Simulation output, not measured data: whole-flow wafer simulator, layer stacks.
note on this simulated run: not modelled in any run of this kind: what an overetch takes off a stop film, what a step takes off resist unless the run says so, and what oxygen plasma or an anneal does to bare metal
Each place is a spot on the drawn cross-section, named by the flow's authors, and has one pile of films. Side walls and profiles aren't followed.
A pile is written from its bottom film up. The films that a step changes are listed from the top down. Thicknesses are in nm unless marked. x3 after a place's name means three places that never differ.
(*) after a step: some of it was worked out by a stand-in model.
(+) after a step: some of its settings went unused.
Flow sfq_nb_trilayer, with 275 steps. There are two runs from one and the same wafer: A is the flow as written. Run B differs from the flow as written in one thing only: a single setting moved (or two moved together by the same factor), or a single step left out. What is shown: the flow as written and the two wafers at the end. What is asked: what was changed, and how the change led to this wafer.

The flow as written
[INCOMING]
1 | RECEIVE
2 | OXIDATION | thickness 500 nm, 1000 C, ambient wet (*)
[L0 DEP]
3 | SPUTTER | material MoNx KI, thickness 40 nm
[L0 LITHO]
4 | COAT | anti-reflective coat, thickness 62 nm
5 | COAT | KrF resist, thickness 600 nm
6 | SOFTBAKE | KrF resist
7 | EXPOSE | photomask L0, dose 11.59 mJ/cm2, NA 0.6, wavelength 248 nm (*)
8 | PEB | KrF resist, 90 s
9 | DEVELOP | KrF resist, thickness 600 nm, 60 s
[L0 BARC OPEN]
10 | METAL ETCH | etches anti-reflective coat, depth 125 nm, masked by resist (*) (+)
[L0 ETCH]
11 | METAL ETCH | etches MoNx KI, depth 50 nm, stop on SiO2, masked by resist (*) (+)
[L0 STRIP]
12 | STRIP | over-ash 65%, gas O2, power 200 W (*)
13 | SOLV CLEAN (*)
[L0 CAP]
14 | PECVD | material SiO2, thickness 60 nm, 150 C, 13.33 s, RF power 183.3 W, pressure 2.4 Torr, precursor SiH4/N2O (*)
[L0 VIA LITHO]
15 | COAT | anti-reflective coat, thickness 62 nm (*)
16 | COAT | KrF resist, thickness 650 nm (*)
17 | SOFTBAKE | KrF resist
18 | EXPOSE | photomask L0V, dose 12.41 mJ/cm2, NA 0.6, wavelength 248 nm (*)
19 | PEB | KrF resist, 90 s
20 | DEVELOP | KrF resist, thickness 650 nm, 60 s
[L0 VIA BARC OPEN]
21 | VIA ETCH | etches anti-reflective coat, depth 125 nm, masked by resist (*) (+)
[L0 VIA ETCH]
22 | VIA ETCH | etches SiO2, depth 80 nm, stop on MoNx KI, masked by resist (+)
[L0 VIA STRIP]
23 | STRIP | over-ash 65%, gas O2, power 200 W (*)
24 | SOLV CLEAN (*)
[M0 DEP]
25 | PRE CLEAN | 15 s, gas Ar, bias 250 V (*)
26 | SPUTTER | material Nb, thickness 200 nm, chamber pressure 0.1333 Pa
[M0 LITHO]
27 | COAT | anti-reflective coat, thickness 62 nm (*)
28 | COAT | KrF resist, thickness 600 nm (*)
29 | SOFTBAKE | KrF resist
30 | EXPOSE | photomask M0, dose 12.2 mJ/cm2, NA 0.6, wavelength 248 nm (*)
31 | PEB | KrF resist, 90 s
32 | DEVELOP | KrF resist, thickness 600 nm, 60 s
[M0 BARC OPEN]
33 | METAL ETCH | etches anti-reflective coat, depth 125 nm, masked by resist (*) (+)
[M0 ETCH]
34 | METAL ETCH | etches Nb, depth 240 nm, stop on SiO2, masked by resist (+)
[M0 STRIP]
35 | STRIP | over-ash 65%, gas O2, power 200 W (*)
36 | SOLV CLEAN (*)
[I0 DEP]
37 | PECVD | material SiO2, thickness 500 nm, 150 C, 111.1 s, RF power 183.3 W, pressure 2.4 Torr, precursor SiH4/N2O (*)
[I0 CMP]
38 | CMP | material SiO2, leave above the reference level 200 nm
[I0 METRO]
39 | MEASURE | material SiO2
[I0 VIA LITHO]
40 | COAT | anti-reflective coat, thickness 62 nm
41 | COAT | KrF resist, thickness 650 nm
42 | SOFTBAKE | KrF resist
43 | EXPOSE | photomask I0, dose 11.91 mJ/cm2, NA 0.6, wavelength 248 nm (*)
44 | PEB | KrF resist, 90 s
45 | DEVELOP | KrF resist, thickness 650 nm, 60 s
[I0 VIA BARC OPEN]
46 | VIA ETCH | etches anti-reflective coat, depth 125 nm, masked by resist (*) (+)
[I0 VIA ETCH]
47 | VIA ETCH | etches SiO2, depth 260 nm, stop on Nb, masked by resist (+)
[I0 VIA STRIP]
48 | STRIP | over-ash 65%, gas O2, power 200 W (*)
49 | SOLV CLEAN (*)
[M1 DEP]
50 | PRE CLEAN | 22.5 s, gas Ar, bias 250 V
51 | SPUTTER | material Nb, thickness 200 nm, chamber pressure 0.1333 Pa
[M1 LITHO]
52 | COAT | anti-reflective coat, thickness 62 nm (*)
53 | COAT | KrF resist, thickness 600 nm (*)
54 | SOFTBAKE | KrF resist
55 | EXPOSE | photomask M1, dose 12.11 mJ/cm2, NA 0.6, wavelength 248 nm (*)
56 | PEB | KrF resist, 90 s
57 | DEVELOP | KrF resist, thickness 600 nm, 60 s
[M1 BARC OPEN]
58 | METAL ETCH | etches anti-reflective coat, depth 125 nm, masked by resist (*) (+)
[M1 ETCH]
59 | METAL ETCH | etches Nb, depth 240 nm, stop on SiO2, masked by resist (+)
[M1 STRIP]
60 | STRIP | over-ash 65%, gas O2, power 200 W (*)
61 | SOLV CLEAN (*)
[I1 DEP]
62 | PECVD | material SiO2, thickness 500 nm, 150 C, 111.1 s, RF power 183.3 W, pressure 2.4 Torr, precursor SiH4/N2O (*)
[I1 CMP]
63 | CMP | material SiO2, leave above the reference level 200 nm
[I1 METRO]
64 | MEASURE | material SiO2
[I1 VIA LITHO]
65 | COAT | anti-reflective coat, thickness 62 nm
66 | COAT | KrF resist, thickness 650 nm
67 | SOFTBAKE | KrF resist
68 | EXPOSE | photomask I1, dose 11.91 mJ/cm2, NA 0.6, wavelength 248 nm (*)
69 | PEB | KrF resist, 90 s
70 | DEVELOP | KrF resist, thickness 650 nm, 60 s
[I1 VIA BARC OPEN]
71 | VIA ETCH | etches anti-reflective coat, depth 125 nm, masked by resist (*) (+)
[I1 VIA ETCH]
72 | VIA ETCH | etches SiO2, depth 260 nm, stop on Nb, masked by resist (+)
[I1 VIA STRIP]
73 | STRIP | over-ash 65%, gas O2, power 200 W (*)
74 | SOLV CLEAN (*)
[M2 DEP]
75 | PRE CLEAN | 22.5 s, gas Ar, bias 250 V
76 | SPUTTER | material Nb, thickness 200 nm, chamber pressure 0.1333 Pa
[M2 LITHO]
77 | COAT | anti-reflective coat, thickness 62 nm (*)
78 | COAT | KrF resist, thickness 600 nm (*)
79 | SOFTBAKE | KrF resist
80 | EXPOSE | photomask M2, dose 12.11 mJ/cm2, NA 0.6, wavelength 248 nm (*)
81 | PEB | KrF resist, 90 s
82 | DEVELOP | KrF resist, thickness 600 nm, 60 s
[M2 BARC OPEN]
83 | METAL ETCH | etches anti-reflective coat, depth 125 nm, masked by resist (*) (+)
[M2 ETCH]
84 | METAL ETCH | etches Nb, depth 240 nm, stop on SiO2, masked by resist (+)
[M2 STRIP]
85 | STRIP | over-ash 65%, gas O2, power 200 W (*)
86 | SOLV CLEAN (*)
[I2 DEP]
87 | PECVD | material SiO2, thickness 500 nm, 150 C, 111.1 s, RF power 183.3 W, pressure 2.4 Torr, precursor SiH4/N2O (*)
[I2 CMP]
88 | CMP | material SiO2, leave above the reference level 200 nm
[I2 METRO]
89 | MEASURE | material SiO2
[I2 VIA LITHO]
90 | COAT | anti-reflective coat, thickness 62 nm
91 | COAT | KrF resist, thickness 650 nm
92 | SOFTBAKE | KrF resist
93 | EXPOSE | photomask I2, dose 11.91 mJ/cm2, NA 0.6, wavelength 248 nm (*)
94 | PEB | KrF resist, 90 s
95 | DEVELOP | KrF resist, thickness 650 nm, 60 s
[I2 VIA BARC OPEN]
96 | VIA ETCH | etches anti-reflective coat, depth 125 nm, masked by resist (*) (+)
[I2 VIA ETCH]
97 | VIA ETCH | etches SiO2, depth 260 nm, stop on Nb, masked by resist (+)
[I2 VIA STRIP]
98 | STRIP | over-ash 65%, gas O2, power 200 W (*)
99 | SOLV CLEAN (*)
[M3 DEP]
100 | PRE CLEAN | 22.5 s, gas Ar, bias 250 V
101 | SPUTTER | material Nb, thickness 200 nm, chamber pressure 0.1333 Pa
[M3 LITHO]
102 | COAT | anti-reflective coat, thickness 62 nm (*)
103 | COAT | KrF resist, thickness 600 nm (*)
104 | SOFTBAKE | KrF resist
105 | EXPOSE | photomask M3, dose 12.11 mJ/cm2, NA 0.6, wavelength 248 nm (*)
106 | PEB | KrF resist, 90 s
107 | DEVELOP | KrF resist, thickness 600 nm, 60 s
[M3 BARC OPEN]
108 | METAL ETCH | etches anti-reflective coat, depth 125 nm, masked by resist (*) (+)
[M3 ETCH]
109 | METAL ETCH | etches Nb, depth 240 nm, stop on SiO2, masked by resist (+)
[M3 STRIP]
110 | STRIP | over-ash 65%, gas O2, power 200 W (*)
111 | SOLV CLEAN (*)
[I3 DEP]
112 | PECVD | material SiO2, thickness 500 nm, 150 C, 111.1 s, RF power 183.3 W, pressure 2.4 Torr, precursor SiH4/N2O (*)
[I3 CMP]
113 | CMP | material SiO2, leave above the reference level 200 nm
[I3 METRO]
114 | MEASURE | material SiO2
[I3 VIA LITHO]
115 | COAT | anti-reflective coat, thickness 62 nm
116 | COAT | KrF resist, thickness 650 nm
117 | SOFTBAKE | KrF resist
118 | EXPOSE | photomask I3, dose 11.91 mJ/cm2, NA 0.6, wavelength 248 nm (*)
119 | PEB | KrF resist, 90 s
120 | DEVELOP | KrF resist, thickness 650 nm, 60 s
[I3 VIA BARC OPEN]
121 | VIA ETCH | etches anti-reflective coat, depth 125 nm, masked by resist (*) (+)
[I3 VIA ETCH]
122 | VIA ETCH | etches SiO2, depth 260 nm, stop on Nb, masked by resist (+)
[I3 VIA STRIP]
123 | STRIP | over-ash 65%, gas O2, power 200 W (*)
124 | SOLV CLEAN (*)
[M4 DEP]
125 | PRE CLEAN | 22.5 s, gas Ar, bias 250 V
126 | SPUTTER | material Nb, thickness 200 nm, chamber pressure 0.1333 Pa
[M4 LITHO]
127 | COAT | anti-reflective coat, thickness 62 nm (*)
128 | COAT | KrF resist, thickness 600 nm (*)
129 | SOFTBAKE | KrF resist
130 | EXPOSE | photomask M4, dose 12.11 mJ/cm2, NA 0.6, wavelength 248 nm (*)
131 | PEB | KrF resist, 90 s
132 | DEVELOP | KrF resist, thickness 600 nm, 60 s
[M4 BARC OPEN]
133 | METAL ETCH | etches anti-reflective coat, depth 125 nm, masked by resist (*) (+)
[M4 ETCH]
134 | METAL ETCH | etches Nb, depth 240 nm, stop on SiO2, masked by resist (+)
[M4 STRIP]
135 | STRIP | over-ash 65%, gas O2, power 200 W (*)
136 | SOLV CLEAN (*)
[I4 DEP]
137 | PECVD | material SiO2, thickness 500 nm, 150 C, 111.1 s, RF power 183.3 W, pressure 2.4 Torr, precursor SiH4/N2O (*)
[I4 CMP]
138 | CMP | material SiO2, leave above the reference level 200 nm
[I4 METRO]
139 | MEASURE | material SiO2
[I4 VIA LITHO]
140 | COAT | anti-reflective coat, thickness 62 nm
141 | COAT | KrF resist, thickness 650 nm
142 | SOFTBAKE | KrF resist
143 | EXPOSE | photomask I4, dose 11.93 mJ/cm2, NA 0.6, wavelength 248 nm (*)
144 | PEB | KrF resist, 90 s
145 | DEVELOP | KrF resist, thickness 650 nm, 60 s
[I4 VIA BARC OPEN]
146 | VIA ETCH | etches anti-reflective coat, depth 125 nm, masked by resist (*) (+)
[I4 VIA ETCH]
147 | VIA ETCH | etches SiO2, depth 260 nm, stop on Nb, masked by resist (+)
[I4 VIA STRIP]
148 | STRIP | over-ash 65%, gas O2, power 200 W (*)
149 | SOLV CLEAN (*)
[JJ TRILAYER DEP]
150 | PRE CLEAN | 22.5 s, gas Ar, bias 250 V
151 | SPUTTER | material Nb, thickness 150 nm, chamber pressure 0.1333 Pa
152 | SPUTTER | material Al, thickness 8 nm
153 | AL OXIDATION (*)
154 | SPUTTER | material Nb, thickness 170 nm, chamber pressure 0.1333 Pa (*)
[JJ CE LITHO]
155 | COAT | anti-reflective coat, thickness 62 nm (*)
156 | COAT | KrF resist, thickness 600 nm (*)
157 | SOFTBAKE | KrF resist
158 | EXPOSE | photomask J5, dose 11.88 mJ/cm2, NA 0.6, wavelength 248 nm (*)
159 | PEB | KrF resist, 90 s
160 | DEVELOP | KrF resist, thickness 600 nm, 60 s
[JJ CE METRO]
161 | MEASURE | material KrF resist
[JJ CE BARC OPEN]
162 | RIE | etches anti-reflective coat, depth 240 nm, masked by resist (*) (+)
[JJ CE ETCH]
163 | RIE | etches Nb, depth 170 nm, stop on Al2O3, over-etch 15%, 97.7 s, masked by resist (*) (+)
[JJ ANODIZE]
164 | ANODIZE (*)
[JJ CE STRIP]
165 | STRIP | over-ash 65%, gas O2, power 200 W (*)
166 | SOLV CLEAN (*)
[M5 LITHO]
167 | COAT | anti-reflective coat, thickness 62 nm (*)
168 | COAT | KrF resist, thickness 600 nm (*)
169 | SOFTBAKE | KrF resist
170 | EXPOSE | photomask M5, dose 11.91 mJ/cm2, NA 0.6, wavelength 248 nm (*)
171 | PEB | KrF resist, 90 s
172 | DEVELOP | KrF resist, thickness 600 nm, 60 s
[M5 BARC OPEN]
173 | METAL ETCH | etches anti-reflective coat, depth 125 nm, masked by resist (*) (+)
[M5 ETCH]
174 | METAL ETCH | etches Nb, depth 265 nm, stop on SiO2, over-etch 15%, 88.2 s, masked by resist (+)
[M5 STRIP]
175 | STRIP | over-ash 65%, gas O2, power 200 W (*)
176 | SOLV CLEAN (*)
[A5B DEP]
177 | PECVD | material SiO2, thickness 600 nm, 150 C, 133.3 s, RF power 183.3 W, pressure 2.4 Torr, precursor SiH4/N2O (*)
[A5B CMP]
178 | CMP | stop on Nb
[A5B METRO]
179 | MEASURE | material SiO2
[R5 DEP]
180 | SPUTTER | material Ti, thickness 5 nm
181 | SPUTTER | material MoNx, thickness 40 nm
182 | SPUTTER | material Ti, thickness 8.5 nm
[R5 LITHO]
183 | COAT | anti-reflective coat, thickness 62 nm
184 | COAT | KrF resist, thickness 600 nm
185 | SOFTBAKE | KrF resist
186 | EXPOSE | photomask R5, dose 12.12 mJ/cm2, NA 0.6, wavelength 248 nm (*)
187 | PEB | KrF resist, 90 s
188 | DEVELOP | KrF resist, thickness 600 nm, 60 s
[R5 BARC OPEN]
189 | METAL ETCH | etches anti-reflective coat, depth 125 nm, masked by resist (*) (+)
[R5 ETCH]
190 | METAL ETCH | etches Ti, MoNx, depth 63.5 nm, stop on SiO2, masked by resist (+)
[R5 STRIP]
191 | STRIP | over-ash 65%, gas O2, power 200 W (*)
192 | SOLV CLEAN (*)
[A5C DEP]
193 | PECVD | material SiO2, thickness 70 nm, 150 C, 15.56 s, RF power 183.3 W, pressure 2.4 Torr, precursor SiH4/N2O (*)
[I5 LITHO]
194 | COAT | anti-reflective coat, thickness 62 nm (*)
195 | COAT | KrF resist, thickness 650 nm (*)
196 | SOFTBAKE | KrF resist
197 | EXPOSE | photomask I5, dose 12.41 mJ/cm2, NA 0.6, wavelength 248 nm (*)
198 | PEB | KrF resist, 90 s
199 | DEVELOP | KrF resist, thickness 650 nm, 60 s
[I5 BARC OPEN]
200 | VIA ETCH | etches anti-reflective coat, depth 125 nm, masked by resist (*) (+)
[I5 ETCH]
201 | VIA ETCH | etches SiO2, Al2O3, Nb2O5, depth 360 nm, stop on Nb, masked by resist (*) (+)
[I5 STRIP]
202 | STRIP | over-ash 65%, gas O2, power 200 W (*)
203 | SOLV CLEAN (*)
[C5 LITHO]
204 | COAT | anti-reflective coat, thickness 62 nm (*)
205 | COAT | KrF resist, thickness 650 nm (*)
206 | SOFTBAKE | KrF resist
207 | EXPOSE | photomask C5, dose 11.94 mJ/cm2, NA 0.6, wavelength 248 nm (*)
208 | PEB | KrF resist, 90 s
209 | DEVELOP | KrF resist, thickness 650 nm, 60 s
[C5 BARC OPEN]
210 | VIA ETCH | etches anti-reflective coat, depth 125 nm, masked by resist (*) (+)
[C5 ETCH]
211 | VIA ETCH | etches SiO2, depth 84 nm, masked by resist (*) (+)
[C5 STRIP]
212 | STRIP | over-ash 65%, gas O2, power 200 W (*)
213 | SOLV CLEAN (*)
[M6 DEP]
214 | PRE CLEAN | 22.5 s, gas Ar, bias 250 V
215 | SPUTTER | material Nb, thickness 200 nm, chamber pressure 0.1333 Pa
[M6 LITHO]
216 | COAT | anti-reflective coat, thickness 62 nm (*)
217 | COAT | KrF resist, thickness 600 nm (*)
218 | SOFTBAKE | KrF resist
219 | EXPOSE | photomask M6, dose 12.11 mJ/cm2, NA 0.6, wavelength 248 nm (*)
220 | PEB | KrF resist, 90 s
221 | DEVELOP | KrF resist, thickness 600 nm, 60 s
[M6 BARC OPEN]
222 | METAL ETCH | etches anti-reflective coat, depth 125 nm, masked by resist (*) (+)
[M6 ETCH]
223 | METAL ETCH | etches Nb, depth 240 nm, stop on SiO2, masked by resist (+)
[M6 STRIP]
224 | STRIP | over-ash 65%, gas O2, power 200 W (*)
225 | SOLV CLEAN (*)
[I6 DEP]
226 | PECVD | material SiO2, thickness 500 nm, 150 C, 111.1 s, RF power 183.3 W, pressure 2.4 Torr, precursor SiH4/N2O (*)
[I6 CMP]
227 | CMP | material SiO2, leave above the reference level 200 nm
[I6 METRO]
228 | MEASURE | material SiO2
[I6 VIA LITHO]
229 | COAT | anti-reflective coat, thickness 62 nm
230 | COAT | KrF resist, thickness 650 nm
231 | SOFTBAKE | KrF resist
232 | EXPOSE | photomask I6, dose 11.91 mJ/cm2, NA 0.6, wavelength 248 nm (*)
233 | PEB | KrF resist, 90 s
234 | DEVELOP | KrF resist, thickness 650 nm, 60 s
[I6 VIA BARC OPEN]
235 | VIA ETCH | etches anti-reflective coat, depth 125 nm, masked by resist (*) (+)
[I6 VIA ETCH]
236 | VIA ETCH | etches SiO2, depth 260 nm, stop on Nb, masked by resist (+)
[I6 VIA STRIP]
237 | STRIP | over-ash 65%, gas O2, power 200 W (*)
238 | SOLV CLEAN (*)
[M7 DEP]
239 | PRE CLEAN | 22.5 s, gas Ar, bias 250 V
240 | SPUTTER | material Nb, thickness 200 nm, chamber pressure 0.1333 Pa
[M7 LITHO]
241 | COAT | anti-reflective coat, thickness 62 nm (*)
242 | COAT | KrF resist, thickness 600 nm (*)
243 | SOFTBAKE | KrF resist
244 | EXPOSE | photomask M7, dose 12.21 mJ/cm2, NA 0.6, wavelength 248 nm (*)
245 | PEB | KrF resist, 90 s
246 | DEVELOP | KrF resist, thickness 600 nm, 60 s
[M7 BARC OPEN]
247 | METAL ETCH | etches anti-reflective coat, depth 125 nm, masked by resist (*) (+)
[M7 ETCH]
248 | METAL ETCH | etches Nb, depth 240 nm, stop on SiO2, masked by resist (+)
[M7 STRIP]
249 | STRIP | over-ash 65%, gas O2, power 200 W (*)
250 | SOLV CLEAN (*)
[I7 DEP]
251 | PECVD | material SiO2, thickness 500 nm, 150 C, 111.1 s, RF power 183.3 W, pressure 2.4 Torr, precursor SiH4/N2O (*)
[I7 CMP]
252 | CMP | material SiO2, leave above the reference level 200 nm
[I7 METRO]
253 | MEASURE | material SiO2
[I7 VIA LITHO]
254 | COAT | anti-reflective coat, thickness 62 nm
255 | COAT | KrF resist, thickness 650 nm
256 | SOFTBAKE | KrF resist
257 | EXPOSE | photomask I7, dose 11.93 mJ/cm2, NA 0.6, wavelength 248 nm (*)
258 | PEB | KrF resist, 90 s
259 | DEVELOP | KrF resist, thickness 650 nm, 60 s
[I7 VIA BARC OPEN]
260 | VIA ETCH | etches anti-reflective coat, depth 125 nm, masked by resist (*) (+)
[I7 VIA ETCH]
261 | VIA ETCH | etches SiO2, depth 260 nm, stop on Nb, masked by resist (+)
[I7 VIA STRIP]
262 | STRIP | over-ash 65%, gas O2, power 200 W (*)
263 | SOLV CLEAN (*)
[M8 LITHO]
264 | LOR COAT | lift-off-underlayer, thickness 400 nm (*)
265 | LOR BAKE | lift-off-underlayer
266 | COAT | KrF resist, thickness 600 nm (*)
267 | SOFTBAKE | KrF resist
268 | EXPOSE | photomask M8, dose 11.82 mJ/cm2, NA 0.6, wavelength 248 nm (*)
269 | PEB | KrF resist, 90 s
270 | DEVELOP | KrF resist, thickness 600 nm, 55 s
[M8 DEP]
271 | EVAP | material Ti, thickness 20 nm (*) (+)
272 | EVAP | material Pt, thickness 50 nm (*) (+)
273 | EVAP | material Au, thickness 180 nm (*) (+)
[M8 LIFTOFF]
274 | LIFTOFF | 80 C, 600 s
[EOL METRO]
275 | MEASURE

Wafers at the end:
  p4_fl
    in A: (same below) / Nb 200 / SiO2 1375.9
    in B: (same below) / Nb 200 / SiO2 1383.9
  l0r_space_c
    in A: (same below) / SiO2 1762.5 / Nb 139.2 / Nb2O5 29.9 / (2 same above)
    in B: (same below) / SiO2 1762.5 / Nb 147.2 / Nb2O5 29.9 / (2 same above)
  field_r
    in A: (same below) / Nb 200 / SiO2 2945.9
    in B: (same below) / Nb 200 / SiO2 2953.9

Cause: step 151, SPUTTER: thickness 158 nm was run, though the flow has thickness 150 nm.

How this came from the change, step by step:
  151 | SPUTTER | material Nb, thickness 150 nm, chamber pressure 0.1333 Pa
      field_l, v_sur, via_sp and 100 more: A Nb gains 150 (new film) | B Nb gains 158 (new film)
      via_wl, via_w, via_wr: A Nb gains 130.4 | B Nb gains 137.4
  174 | METAL ETCH | etches Nb, depth 265 nm, stop on SiO2, over-etch 15%, 88.2 s, masked by resist (+)
      field_l, r_sur, res and 50 more: A Al2O3 loses 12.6 (all of it), Nb2O5 loses 29.9 (all of it), Nb loses 139.2 (all of it), SiO2 loses 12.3 | B Al2O3 loses 12.6 (all of it), Nb2O5 loses 29.9 (all of it), Nb loses 147.2 (all of it), SiO2 loses 11.5
  178 | CMP | stop on Nb
      field_l, p4_fl, p4_fm and 39 more: A SiO2 loses 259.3 | B SiO2 loses 252.1
      r_sur, res, r_end, moat, field_r, lsp_l: A SiO2 loses 252.3 | B SiO2 loses 244.8
      (as well as at 5 more places)
